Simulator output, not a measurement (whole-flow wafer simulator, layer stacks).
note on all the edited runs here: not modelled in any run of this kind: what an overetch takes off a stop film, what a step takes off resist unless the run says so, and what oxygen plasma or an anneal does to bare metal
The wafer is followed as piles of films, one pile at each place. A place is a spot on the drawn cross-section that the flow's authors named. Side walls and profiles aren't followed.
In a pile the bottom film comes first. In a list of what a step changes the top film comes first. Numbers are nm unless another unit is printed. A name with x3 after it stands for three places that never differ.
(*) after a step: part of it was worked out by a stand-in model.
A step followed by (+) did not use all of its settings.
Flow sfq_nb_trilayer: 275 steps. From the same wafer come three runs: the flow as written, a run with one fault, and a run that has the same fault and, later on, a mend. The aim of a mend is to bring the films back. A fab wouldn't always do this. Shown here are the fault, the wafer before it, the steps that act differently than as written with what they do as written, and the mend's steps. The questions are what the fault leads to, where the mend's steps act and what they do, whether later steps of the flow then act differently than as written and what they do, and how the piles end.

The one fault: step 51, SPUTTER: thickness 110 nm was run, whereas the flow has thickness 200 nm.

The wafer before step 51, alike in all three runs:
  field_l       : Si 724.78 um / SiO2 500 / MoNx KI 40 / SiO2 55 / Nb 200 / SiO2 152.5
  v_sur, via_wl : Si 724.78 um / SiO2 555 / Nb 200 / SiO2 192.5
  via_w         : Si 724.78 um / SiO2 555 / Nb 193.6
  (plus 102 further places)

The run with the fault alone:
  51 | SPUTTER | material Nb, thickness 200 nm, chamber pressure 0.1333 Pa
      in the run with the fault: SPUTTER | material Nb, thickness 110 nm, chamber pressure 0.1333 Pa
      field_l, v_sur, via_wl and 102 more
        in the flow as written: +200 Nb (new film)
        in the run with the fault: +110 Nb (new film)
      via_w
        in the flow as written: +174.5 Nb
        in the run with the fault: +96.8 Nb
  Steps further on in the flow that do not act as written (not shown: 3 more steps that differ only slightly, by at most 2% or 0.5 nm, whichever is larger):
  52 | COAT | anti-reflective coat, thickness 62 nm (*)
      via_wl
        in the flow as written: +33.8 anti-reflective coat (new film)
        in the run with the fault: +33.1 anti-reflective coat (new film)
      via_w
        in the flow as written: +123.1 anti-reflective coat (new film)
        in the run with the fault: +119.2 anti-reflective coat (new film)
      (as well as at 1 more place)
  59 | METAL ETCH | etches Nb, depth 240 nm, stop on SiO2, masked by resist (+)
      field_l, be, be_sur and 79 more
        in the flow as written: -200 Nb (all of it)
        in the run with the fault: -110 Nb (all of it)
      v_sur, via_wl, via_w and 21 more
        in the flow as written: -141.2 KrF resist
        in the run with the fault: -97.1 KrF resist
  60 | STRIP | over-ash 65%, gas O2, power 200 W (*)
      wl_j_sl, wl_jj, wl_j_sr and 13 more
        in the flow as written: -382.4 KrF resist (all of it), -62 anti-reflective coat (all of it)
        in the run with the fault: -426.5 KrF resist (all of it), -62 anti-reflective coat (all of it)
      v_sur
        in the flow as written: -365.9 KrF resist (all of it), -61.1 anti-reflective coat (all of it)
        in the run with the fault: -410.7 KrF resist (all of it), -60.9 anti-reflective coat (all of it)
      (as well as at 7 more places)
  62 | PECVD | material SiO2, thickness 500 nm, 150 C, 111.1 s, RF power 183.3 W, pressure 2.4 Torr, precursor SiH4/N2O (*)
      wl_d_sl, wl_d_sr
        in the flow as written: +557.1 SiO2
        in the run with the fault: +500 SiO2
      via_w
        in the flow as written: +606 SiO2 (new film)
        in the run with the fault: +584.3 SiO2 (new film)
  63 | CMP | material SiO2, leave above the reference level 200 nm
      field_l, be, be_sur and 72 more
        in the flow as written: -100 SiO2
        in the run with the fault: -190 SiO2
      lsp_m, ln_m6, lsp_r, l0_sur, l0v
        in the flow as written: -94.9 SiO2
        in the run with the fault: -190 SiO2
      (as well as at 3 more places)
  The piles end different from the flow's at field_l, v_sur, via_wl and 103 more by more than 2% or 0.5 nm, whichever is larger.
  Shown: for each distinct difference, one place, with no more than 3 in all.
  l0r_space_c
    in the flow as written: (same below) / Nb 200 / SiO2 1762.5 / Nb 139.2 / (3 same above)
    in the run with the fault: (same below) / Nb 200 / SiO2 1672.5 / Nb 139.2 / (3 same above)
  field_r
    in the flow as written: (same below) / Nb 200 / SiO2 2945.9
    in the run with the fault: (same below) / Nb 200 / SiO2 2855.9
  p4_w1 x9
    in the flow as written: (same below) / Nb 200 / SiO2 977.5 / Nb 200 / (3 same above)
    in the run with the fault: (same below) / Nb 200 / SiO2 887.5 / Nb 200 / (3 same above)

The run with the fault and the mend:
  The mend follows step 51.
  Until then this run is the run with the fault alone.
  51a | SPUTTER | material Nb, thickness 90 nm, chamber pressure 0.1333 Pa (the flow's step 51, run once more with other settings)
      field_l, v_sur, via_wl and 102 more
        +90 Nb
      via_w
        +73 Nb
  Later steps of the flow that are run all act as written at every place that is followed, up to a difference of at most 2% or 0.5 nm, whichever is larger.
  When the end is reached, the piles differ only a little from the flow's at the places that both follow, at most by 2% or 0.5 nm, whichever is larger.
